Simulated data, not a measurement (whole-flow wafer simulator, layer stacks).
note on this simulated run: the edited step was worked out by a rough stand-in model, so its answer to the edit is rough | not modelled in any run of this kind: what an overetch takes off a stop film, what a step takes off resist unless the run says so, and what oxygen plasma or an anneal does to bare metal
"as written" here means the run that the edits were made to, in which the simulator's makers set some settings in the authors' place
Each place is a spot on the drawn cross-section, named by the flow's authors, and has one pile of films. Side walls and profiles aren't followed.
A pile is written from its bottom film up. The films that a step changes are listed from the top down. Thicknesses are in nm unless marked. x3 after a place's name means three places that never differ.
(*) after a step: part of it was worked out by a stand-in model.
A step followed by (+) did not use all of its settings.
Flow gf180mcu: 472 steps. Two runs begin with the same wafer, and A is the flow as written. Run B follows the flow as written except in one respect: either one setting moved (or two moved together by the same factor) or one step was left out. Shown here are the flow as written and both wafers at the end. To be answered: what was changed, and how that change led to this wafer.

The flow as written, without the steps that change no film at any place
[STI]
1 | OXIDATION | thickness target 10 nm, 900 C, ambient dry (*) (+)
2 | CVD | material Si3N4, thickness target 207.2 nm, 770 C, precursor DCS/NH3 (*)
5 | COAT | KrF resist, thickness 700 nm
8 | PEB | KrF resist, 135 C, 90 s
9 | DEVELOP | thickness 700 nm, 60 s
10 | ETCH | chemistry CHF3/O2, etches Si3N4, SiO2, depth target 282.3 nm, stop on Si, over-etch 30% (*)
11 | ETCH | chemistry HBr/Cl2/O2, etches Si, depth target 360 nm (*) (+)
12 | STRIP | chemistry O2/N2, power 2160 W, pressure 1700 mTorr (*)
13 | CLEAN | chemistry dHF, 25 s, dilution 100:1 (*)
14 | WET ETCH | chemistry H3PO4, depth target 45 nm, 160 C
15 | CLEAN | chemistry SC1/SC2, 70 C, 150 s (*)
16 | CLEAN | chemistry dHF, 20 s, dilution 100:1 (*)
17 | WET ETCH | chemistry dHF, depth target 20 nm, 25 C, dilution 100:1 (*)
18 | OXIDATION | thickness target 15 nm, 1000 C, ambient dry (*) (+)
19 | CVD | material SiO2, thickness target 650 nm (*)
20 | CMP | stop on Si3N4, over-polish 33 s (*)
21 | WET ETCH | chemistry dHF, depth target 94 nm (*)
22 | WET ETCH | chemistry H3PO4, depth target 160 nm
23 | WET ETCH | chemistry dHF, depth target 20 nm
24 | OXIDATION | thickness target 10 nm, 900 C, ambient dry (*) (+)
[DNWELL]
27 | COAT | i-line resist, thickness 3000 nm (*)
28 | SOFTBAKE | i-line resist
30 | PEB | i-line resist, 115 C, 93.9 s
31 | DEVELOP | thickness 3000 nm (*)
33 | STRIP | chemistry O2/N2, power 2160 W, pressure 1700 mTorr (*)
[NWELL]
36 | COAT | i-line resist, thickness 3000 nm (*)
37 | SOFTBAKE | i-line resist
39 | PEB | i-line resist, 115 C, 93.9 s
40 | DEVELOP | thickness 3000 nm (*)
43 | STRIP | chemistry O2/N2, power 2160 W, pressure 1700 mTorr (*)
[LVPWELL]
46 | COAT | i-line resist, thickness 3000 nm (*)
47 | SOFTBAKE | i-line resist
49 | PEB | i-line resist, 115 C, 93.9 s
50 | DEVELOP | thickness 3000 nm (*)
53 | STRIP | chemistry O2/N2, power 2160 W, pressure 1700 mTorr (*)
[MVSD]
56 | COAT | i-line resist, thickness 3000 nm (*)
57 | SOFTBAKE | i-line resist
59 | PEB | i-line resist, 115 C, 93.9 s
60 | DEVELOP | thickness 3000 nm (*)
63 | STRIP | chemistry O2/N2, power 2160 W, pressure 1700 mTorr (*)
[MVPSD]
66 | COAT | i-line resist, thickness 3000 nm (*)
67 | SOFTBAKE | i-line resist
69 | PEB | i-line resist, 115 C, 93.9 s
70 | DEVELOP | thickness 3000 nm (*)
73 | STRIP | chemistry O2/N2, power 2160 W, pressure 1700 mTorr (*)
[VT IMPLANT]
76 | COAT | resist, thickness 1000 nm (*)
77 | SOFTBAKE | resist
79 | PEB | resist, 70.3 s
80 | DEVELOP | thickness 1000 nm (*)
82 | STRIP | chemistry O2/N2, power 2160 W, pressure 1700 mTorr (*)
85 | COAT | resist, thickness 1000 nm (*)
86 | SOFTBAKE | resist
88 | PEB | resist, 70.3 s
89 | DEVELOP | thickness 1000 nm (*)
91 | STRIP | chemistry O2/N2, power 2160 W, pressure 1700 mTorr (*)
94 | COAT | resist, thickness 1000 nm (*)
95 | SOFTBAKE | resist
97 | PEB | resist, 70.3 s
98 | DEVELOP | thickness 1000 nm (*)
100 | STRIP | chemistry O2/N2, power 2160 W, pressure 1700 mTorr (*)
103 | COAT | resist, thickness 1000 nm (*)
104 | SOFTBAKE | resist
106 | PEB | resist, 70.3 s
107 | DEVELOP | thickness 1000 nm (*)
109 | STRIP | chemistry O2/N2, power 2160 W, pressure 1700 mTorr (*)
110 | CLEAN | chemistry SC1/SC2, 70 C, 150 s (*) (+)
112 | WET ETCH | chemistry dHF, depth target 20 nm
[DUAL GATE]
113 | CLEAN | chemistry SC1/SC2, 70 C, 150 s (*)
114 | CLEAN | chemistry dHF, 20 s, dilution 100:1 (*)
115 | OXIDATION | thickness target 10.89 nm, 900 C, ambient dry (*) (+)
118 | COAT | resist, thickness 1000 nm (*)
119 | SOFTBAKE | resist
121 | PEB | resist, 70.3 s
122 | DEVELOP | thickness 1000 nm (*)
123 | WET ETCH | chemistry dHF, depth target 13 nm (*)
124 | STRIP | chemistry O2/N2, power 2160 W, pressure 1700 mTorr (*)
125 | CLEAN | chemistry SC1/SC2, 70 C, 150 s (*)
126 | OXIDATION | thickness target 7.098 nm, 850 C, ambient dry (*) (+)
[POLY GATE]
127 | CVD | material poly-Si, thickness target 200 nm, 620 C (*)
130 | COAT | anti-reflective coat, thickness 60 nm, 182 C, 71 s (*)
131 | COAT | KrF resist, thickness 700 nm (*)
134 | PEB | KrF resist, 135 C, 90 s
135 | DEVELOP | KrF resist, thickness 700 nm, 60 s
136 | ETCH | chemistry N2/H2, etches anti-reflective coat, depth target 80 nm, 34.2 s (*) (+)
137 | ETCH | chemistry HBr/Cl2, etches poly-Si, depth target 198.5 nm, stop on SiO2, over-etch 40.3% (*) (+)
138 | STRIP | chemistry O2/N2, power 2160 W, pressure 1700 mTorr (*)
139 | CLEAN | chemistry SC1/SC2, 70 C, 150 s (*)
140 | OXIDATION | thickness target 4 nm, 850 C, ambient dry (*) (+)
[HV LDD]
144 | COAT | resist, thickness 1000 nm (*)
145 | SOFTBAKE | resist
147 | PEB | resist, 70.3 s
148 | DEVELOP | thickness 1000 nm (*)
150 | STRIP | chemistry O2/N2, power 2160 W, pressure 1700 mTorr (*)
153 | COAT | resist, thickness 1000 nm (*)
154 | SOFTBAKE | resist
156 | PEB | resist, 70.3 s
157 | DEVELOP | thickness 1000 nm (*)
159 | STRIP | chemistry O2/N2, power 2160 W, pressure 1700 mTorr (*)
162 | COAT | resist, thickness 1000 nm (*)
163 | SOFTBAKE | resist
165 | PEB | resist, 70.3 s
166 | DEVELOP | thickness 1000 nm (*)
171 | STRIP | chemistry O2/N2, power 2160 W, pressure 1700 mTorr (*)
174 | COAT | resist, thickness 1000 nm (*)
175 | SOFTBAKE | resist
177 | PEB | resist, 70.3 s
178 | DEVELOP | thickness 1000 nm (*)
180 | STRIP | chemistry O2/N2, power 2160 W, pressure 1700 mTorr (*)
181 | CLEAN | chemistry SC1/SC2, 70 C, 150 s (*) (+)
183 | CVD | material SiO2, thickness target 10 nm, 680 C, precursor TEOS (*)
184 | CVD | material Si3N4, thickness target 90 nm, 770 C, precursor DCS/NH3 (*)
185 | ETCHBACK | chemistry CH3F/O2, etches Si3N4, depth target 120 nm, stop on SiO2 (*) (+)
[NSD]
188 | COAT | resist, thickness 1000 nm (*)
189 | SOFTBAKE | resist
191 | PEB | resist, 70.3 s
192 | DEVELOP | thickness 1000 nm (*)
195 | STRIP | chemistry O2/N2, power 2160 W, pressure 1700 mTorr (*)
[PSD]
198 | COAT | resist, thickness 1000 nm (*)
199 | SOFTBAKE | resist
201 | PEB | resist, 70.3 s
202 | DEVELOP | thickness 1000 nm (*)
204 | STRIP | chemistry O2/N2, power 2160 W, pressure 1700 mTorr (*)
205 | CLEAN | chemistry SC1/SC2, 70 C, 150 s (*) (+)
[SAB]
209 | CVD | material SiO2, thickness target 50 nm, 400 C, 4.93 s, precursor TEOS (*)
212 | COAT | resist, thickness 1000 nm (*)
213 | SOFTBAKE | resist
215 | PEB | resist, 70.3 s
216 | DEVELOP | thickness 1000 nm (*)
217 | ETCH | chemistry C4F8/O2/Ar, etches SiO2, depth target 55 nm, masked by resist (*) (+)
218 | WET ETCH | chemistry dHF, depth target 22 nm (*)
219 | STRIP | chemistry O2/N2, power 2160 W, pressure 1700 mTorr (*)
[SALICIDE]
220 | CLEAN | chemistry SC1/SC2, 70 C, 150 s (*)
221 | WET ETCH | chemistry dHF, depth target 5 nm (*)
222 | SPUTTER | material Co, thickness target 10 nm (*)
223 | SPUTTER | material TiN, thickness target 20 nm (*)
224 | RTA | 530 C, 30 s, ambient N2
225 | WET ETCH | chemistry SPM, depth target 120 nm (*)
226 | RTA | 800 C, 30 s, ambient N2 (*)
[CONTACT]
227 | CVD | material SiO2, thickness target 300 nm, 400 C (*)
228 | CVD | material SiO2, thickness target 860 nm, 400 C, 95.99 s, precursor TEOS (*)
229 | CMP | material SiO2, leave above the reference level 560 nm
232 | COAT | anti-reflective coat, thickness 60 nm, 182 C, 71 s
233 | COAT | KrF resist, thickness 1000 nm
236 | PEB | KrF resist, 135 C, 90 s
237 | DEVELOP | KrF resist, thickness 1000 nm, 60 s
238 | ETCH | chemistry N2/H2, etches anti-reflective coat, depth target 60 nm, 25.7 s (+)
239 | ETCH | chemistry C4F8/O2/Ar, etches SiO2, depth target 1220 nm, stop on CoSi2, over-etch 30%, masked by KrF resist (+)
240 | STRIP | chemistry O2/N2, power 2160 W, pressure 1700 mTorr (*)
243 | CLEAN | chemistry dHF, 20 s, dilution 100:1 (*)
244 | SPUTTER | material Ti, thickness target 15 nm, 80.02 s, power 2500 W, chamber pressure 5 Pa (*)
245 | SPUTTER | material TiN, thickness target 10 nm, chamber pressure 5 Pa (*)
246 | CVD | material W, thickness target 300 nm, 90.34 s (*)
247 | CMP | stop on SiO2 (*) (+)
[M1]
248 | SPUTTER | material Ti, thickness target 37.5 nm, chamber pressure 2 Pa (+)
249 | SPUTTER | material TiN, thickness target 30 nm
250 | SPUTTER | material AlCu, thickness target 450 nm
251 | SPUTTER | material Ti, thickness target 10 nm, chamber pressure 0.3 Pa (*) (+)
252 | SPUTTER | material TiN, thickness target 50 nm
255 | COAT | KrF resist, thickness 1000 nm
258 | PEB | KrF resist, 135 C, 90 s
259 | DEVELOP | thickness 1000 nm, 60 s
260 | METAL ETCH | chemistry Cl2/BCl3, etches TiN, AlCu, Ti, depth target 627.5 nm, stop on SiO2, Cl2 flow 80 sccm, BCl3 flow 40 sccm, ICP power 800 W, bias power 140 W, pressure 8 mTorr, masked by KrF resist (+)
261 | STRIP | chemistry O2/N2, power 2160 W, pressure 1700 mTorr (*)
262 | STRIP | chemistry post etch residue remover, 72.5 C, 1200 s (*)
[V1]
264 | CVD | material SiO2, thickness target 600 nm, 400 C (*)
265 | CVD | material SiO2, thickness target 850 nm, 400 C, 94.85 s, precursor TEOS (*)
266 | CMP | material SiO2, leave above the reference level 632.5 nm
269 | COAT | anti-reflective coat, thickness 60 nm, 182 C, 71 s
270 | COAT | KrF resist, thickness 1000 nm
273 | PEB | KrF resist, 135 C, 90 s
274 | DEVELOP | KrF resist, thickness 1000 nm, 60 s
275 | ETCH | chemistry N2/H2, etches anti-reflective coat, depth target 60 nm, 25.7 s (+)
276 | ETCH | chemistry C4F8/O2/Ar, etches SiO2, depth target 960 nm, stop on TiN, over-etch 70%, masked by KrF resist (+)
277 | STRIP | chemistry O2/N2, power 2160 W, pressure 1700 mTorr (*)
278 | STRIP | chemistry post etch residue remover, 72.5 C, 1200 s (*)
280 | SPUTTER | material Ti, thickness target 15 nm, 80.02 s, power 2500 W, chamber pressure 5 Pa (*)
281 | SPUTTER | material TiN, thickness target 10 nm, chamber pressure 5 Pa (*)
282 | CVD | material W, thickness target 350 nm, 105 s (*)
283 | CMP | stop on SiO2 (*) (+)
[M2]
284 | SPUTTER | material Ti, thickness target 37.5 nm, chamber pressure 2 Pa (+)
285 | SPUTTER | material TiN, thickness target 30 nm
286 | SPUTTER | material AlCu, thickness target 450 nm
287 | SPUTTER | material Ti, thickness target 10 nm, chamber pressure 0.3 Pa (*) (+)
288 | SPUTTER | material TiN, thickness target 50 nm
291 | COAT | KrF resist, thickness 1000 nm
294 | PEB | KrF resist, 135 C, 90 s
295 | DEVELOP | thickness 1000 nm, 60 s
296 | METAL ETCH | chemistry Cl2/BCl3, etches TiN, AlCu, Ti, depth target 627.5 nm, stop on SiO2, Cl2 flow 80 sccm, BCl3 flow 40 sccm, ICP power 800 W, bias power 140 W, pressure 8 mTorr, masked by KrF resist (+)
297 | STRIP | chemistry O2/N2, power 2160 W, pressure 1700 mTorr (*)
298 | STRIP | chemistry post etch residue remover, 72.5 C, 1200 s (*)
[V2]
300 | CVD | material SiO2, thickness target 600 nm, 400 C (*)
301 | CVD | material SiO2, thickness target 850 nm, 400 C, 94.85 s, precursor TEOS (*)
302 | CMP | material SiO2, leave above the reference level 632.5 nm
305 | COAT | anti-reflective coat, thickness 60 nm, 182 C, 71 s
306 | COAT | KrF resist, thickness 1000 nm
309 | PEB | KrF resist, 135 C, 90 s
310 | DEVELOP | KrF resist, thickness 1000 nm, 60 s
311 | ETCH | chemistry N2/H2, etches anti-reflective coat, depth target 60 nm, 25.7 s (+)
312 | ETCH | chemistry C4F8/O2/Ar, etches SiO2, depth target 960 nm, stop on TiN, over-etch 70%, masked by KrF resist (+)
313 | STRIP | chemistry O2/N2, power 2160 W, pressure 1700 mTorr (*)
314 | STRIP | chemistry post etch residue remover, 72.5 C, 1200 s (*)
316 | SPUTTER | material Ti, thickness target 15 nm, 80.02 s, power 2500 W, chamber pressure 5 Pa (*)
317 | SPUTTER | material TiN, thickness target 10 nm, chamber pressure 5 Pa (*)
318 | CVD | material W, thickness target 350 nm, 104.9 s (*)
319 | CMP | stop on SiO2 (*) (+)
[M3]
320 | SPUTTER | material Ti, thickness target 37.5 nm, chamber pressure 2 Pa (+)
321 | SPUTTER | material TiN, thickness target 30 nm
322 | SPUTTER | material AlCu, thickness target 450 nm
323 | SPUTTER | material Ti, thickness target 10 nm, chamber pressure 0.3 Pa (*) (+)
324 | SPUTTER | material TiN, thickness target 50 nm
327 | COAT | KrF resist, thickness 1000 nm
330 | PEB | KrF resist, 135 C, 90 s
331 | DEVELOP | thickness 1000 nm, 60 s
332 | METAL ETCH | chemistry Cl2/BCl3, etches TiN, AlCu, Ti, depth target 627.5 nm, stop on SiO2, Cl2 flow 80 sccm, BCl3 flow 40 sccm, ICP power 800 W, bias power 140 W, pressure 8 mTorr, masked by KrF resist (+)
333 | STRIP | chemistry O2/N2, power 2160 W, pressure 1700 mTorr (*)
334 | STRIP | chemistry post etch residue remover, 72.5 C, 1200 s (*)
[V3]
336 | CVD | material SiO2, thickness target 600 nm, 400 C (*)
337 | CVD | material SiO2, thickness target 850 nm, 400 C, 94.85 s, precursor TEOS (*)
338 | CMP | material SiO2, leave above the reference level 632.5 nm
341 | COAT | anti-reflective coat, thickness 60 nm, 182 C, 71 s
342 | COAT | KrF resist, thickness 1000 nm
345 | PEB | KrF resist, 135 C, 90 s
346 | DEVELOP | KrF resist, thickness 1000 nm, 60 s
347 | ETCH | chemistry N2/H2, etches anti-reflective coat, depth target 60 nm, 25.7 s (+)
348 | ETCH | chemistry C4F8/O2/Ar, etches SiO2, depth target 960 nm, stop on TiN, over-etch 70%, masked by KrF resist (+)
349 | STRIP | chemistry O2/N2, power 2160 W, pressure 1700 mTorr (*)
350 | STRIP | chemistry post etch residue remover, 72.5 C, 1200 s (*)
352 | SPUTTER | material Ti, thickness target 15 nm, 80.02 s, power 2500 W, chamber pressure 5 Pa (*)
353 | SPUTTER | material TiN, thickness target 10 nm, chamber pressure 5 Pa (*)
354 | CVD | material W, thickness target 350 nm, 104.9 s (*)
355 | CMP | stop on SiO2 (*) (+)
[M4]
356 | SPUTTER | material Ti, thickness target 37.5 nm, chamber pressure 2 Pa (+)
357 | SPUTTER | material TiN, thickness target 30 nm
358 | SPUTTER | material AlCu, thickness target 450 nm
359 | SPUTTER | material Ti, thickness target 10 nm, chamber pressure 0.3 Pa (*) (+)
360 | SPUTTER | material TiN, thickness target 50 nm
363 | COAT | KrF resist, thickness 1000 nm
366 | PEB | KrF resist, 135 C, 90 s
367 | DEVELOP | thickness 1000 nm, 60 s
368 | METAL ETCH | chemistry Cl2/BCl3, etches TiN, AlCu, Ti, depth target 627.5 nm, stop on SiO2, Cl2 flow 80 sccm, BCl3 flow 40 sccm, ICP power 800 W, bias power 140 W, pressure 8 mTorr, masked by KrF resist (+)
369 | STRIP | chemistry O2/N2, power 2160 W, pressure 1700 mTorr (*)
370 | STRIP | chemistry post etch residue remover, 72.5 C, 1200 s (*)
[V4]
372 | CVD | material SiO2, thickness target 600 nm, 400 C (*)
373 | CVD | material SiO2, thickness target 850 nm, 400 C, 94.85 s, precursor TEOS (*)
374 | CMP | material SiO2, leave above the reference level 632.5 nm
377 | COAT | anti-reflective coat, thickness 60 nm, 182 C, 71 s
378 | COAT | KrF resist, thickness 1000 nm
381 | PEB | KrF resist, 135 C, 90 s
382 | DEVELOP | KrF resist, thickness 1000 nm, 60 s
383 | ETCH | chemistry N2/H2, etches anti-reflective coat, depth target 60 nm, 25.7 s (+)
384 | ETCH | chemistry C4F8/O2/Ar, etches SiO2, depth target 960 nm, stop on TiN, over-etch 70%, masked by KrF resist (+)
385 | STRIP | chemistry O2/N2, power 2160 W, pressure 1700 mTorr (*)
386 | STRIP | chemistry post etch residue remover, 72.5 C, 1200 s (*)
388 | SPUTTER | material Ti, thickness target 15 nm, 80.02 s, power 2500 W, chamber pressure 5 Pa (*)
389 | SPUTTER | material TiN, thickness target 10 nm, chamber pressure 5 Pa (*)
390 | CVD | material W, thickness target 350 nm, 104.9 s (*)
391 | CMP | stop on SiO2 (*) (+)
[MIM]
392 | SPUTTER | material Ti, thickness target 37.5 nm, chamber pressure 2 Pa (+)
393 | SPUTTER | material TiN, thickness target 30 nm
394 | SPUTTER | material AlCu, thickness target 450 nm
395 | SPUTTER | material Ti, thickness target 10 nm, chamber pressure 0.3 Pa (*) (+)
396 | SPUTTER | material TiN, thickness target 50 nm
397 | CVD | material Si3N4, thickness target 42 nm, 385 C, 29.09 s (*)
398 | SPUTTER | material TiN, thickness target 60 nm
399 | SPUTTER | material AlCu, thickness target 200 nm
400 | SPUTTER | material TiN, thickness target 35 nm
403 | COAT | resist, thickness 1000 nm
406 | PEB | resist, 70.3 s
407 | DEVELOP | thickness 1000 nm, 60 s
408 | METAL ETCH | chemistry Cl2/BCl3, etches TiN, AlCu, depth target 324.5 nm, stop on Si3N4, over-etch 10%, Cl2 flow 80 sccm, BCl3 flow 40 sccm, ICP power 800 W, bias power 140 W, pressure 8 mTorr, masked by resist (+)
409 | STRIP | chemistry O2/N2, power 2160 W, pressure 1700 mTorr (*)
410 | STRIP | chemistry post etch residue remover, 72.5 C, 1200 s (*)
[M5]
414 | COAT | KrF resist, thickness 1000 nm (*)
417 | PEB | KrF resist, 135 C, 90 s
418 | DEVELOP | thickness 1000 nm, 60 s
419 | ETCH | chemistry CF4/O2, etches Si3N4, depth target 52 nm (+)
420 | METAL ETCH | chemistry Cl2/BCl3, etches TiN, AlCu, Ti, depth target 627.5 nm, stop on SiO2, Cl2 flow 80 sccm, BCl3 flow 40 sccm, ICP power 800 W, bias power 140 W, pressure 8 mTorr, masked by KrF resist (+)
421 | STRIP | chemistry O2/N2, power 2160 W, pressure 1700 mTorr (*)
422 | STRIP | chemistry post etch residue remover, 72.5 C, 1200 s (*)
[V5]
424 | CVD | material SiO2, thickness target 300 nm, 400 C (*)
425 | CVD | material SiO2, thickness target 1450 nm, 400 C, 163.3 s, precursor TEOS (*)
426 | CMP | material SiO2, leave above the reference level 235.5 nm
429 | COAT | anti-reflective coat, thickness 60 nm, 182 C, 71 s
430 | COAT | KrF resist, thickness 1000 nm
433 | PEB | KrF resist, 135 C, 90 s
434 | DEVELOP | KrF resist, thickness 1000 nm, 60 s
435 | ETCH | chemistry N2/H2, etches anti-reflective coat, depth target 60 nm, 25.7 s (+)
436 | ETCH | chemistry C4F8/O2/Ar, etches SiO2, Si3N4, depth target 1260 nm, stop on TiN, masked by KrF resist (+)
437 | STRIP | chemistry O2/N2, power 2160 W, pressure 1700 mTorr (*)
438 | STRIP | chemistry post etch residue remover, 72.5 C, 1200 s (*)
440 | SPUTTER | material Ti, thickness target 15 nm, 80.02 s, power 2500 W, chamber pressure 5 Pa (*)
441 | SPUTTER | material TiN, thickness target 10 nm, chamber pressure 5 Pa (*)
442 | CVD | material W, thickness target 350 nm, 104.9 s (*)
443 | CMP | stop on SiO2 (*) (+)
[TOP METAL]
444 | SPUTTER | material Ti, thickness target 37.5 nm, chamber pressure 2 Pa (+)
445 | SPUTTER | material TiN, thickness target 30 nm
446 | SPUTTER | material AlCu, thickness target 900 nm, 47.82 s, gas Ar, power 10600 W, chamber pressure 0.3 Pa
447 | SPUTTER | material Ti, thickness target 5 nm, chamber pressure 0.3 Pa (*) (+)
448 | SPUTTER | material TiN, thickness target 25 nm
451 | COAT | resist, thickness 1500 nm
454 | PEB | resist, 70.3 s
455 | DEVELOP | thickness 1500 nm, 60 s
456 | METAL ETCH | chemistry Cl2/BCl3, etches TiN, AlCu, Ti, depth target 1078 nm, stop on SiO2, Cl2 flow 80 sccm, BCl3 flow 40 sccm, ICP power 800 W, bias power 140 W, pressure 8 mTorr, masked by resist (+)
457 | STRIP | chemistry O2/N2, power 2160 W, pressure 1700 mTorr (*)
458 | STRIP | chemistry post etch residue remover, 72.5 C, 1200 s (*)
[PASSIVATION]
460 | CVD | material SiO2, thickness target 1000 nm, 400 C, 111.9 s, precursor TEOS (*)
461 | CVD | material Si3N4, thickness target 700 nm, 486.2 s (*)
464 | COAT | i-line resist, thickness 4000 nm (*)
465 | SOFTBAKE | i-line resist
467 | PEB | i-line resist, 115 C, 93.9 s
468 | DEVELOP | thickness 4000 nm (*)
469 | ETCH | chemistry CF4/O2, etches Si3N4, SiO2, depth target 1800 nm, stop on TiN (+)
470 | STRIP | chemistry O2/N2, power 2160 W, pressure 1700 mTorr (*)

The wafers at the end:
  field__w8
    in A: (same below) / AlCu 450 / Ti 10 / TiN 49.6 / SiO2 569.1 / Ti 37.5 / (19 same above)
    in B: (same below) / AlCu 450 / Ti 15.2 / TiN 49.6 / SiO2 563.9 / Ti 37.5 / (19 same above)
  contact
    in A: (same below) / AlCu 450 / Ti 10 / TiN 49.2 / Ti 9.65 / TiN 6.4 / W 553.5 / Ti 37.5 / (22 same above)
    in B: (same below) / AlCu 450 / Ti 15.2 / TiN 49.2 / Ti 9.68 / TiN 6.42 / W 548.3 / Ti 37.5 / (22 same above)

What caused this: step 323, SPUTTER: thickness target 15.2 nm was run, while the flow as written has thickness target 10 nm.
One can read it off the wafer: field__w8 has Ti 15.2, and step 323 as written asks for 10 nm.

How this came from the change, step by step:
  323 | SPUTTER | material Ti, thickness target 10 nm, chamber pressure 0.3 Pa (*) (+)
      field, field__w1, field__w2 and 108 more: A +10 Ti (new film) | B +15.2 Ti (new film)
  332 | METAL ETCH | chemistry Cl2/BCl3, etches TiN, AlCu, Ti, depth target 627.5 nm, stop on SiO2, Cl2 flow 80 sccm, BCl3 flow 40 sccm, ICP power 800 W, bias power 140 W, pressure 8 mTorr, masked by KrF resist (+)
      field, field__w1, field__w2 and 103 more: A -50 TiN (all of it), -10 Ti (all of it), -450 AlCu (all of it), -30 TiN (all of it), -37.5 Ti (all of it) | B -50 TiN (all of it), -15.2 Ti (all of it), -450 AlCu (all of it), -30 TiN (all of it), -37.5 Ti (all of it)
